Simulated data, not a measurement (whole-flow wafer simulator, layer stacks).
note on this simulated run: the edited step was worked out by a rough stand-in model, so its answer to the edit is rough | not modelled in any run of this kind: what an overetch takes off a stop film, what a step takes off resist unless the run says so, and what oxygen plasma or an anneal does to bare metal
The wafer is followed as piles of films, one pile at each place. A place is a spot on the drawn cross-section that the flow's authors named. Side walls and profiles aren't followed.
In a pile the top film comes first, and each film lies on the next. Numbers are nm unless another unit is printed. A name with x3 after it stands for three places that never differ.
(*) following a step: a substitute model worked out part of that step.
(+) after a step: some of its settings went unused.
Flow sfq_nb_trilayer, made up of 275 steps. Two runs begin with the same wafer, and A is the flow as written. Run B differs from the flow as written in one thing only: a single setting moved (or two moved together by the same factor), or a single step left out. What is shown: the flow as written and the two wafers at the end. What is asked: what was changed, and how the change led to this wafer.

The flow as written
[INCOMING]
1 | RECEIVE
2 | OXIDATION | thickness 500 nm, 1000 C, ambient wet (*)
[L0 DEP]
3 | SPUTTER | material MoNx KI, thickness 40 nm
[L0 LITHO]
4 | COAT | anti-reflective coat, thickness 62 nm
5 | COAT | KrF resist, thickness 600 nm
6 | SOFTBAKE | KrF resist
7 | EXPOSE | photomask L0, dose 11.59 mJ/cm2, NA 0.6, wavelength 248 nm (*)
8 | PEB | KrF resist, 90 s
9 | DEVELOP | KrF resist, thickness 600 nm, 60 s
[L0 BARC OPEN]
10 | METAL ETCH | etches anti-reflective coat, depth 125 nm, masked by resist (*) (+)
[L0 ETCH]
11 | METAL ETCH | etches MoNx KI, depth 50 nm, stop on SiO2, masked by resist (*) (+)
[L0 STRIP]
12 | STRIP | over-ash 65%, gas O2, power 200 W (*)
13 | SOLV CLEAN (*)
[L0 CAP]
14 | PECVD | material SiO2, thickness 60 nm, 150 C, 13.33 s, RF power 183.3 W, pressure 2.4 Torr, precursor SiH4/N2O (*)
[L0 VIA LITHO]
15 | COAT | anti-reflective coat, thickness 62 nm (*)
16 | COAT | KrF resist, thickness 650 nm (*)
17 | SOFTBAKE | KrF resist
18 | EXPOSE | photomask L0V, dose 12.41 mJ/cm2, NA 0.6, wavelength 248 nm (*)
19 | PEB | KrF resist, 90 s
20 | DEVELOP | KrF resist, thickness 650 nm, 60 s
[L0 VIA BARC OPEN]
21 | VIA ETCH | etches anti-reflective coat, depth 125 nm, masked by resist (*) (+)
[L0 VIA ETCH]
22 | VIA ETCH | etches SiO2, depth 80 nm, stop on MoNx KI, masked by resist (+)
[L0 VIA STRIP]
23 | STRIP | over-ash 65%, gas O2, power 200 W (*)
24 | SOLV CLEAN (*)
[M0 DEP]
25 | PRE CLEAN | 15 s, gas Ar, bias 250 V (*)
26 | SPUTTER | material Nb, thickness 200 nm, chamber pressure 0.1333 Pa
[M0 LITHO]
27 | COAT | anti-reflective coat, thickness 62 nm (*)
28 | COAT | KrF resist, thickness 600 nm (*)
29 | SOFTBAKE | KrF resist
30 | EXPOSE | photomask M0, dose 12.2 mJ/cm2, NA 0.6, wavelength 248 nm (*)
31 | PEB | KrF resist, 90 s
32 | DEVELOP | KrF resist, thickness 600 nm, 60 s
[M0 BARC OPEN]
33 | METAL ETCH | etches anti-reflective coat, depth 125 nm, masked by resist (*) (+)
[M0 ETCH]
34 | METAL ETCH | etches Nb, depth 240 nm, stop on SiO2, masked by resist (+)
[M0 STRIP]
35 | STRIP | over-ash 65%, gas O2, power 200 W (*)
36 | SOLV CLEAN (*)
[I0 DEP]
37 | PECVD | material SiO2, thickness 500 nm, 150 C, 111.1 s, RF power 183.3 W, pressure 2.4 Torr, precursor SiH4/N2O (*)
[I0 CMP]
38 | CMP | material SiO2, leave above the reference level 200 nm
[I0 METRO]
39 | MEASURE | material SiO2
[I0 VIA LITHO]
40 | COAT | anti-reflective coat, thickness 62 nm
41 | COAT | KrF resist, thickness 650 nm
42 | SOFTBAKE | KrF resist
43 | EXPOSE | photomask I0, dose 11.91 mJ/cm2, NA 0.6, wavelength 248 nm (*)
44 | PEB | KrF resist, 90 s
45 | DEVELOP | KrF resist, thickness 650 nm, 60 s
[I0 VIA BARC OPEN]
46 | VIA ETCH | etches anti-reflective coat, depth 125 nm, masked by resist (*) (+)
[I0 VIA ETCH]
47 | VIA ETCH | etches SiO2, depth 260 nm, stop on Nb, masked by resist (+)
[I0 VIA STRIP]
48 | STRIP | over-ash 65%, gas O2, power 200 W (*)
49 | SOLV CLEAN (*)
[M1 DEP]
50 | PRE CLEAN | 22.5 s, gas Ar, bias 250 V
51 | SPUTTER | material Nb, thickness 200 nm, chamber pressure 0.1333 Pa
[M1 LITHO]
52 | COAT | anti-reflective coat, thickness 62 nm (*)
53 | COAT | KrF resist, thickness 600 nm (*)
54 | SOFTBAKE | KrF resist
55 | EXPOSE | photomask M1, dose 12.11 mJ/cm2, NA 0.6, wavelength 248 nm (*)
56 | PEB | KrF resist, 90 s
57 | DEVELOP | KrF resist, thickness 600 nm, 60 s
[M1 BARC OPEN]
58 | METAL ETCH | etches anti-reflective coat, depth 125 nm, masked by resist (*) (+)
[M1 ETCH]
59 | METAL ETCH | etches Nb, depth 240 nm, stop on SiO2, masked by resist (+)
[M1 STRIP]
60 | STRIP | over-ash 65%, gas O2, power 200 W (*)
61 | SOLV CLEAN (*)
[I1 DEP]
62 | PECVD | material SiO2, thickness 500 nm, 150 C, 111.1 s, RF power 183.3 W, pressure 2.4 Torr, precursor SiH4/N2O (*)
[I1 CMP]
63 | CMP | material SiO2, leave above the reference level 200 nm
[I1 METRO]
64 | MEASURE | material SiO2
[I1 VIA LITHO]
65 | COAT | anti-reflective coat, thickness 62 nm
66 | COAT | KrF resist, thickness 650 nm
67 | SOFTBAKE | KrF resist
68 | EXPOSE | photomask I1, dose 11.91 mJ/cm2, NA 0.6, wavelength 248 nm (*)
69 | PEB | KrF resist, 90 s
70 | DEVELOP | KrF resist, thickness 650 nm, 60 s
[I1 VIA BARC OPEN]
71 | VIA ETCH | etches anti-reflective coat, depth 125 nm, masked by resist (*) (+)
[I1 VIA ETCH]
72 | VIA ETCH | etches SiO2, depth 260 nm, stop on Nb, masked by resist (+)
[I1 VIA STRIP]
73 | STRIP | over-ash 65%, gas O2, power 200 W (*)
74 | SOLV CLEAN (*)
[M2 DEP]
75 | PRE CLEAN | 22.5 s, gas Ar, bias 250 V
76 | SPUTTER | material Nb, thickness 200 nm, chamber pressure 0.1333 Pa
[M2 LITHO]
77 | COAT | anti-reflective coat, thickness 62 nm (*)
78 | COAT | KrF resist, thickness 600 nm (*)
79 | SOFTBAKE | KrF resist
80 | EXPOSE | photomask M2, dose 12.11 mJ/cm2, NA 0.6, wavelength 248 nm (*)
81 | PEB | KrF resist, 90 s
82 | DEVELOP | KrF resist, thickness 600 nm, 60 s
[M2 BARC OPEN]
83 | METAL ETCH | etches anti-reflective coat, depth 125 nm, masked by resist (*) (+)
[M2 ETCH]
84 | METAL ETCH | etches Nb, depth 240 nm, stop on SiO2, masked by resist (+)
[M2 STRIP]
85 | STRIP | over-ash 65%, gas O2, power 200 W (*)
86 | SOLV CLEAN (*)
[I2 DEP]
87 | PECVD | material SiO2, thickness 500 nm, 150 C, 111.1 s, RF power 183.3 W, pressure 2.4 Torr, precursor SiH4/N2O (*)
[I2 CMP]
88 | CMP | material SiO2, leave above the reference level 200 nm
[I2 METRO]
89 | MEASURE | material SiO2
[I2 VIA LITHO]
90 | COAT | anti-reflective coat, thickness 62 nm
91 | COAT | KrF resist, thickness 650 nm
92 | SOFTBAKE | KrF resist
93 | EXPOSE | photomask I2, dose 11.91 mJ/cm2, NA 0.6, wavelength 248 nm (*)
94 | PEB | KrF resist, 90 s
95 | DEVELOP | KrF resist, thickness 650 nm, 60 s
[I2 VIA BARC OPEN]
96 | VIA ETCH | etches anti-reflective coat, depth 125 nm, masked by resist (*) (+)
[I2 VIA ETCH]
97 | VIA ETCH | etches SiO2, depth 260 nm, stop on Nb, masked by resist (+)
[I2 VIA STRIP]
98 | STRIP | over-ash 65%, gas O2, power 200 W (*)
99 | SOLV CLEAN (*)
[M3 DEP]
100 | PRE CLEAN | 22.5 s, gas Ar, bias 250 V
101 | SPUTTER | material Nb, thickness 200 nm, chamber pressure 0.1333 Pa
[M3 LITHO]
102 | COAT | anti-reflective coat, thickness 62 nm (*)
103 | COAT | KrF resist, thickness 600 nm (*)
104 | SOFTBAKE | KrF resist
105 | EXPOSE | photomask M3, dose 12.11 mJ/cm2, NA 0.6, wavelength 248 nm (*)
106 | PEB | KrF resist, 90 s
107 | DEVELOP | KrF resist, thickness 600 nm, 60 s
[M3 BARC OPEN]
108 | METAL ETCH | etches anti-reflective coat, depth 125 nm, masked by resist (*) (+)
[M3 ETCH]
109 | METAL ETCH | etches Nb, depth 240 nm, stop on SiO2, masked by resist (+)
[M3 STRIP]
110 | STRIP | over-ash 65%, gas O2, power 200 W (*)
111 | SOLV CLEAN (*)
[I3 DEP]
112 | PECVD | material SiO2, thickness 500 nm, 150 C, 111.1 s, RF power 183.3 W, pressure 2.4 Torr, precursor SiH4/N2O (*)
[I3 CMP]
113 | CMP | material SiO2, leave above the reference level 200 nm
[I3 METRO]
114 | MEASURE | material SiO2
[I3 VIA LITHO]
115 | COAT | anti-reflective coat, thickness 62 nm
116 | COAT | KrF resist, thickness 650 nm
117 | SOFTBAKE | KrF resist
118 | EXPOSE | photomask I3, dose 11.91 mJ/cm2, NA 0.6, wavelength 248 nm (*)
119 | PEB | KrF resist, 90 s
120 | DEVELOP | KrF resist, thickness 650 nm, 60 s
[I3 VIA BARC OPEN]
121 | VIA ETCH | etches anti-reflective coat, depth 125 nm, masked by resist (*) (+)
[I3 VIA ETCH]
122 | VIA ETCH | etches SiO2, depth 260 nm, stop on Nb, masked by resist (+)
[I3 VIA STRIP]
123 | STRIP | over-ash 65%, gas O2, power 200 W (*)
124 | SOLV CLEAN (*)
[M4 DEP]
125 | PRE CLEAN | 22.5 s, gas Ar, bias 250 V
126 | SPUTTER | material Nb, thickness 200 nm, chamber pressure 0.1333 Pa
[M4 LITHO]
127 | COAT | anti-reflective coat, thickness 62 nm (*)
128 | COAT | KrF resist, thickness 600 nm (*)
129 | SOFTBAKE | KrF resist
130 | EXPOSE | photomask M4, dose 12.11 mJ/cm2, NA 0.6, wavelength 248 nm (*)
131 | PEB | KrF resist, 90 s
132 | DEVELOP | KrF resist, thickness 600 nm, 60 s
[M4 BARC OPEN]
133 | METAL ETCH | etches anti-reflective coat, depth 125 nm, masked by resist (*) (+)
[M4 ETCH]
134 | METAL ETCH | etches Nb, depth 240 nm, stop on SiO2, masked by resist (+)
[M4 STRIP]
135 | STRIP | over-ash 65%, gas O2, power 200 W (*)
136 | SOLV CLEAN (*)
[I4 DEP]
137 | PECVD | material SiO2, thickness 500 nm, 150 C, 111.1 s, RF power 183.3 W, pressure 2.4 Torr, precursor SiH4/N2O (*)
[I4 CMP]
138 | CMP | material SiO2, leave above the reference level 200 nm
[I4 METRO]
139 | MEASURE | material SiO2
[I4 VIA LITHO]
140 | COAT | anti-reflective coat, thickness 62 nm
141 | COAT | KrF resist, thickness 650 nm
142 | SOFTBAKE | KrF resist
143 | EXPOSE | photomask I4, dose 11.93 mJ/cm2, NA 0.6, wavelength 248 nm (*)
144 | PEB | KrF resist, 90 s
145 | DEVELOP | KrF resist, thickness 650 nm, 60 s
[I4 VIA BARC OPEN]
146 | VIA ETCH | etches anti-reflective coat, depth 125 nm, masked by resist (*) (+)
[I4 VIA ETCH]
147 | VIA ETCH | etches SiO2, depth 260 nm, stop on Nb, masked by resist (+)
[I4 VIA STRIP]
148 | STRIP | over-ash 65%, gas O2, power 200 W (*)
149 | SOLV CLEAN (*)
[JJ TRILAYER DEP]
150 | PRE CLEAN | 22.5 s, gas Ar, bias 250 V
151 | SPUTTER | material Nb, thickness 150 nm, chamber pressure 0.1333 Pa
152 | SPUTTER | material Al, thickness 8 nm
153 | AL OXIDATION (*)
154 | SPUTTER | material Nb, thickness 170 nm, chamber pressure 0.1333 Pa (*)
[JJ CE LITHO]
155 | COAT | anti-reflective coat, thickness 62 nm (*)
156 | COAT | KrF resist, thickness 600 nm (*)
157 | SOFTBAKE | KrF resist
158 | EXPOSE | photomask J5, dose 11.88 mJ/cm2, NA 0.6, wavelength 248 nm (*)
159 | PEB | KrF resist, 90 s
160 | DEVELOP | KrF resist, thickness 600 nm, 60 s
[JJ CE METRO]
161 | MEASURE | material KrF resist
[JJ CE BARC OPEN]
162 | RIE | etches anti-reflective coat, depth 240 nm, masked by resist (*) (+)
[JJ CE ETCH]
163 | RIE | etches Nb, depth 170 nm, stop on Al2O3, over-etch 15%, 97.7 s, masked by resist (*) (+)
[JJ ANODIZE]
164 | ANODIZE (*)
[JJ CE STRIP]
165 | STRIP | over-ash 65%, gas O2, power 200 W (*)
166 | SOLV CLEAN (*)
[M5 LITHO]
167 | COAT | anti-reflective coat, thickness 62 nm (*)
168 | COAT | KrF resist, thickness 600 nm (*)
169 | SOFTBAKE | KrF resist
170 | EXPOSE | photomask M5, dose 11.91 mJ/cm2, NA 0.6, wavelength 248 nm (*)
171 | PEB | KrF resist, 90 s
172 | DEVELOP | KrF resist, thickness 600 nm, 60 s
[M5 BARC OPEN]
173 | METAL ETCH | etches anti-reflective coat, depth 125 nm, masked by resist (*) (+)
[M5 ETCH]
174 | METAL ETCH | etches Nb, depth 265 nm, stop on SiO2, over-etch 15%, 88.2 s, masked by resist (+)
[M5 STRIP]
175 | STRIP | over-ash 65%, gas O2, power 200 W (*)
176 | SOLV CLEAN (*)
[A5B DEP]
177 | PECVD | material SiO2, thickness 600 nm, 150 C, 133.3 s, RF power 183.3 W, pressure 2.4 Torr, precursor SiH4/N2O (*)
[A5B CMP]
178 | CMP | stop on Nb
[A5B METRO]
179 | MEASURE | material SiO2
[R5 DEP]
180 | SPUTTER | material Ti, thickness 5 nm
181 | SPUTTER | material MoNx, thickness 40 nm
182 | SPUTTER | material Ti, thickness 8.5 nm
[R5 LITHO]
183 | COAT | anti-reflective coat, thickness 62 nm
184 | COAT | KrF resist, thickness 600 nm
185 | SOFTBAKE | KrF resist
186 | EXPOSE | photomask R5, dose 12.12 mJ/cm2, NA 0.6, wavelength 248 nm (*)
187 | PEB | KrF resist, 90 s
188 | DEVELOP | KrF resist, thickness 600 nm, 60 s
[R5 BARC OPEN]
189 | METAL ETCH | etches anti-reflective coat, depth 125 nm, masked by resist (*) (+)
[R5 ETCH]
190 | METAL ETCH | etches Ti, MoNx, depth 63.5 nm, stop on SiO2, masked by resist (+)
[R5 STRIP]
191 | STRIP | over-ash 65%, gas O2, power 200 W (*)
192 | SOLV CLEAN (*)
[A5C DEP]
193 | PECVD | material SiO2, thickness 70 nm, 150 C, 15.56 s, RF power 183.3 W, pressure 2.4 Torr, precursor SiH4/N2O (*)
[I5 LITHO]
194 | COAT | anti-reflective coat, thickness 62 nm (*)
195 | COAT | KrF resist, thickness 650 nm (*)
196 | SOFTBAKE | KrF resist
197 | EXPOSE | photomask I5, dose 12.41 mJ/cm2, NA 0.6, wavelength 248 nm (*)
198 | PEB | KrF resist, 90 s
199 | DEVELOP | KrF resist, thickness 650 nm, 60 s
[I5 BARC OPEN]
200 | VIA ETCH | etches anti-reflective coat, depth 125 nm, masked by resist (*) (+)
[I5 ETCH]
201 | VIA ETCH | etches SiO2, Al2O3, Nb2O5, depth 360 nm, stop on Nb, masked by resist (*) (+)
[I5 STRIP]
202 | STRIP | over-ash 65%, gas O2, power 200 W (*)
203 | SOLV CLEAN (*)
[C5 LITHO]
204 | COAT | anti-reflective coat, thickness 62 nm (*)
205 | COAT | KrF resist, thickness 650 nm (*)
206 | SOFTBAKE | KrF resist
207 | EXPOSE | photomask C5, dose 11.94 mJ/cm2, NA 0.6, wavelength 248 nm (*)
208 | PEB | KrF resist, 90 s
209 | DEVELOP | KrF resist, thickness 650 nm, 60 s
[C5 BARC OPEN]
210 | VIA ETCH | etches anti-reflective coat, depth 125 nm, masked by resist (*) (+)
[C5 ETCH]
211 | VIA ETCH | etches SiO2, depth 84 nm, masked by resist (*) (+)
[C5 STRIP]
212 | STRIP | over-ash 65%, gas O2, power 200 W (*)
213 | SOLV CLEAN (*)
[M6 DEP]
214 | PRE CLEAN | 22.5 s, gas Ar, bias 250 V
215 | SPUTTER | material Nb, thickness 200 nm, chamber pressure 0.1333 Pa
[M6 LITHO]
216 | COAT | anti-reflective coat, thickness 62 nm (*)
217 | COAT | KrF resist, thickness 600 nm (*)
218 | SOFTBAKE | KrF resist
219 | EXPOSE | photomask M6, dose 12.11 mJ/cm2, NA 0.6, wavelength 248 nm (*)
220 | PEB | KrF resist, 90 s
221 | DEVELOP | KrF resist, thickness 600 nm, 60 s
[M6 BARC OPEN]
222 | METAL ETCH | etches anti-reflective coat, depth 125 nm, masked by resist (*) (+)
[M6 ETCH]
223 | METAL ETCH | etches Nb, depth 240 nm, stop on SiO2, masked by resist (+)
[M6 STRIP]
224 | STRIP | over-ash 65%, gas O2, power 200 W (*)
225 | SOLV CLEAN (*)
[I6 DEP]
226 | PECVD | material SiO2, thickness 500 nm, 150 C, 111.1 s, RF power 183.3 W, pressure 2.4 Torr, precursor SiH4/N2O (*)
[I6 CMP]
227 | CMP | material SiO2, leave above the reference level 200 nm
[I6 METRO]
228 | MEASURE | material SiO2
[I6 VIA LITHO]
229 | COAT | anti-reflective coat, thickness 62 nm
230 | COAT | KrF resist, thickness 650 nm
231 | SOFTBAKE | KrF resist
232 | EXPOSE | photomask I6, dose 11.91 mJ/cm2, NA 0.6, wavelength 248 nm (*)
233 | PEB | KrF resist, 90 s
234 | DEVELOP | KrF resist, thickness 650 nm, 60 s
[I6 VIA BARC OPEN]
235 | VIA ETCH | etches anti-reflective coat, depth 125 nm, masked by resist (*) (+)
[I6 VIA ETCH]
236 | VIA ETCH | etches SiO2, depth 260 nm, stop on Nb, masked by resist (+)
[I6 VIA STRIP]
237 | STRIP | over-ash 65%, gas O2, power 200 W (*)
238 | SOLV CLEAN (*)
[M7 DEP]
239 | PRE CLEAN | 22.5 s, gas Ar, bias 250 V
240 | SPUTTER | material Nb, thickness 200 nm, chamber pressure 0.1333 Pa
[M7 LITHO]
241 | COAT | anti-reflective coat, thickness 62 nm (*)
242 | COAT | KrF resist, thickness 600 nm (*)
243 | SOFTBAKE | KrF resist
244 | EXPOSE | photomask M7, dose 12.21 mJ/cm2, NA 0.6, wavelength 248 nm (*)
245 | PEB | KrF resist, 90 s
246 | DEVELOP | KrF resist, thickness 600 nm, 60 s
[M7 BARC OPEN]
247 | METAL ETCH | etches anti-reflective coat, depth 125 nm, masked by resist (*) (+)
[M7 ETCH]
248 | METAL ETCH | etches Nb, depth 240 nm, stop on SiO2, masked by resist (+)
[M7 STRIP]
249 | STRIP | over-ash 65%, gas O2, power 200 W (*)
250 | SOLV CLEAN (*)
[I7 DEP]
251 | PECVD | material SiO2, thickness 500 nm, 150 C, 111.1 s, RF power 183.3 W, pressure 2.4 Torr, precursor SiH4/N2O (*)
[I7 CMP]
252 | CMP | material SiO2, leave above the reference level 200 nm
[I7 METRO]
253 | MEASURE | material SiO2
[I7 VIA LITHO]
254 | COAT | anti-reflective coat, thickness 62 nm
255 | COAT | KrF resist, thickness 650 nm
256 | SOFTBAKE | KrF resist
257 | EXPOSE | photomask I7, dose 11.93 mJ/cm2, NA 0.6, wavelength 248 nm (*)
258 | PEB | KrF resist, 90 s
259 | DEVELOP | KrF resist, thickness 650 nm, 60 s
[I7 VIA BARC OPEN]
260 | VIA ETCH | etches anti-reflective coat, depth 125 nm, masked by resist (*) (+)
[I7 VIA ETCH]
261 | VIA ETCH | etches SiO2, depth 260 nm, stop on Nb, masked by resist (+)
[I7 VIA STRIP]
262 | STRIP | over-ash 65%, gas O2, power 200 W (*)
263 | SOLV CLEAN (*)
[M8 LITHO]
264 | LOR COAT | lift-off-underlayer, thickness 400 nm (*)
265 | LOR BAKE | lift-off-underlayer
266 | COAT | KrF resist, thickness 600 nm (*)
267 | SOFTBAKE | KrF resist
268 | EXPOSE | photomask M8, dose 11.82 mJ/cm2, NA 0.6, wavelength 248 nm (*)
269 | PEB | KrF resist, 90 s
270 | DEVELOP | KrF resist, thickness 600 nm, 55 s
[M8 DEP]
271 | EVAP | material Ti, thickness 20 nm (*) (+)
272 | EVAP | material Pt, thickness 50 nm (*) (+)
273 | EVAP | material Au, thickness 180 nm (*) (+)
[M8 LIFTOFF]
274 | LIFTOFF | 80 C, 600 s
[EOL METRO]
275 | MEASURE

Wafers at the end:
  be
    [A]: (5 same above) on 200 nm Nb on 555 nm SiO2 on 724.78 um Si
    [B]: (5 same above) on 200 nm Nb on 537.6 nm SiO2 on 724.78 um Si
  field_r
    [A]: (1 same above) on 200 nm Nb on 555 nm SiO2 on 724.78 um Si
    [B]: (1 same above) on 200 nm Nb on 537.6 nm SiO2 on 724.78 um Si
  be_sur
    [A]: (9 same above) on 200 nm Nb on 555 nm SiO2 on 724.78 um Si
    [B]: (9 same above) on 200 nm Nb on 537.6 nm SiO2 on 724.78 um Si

The reason: step 14, PECVD: thickness 42.6 nm was run, though the flow has thickness 60 nm; step 14, PECVD: 9.467 s was run, where the flow has 13.33 s.

Step by step, how the change led to this:
  14 | PECVD | material SiO2, thickness 60 nm, 150 C, 13.33 s, RF power 183.3 W, pressure 2.4 Torr, precursor SiH4/N2O (*)
      v_sur, via_wl, via_w and 97 more: A +60 SiO2 | B +42.6 SiO2
      field_l, l0_sur, l0v, l0r_line_l, l0r_line_c, l0r_line_r: A +60 SiO2 (new film) | B +42.6 SiO2 (new film)
  22 | VIA ETCH | etches SiO2, depth 80 nm, stop on MoNx KI, masked by resist (+)
      field_l, v_sur, via_wl and 102 more: A -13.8 KrF resist | B -11 KrF resist
      l0v: A -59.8 SiO2 (all of it) | B -42.4 SiO2 (all of it)
  26 | SPUTTER | material Nb, thickness 200 nm, chamber pressure 0.1333 Pa
      l0v: A +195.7 Nb (new film) | B +200 Nb (new film)
  27 | COAT | anti-reflective coat, thickness 62 nm (*)
      l0_sur: A +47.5 anti-reflective coat (new film) | B +49.4 anti-reflective coat (new film)
      l0v: A +78 anti-reflective coat (new film) | B +72.4 anti-reflective coat (new film)
  35 | STRIP | over-ash 65%, gas O2, power 200 W (*)
      l0_sur: A -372 KrF resist (all of it), -47.5 anti-reflective coat (all of it) | B -373.3 KrF resist (all of it), -49.4 anti-reflective coat (all of it)
      l0v: A -405.3 KrF resist (all of it), -78 anti-reflective coat (all of it) | B -393.6 KrF resist (all of it), -72.4 anti-reflective coat (all of it)
  38 | CMP | material SiO2, leave above the reference level 200 nm
      l0v: A -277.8 SiO2 | B -299.5 SiO2
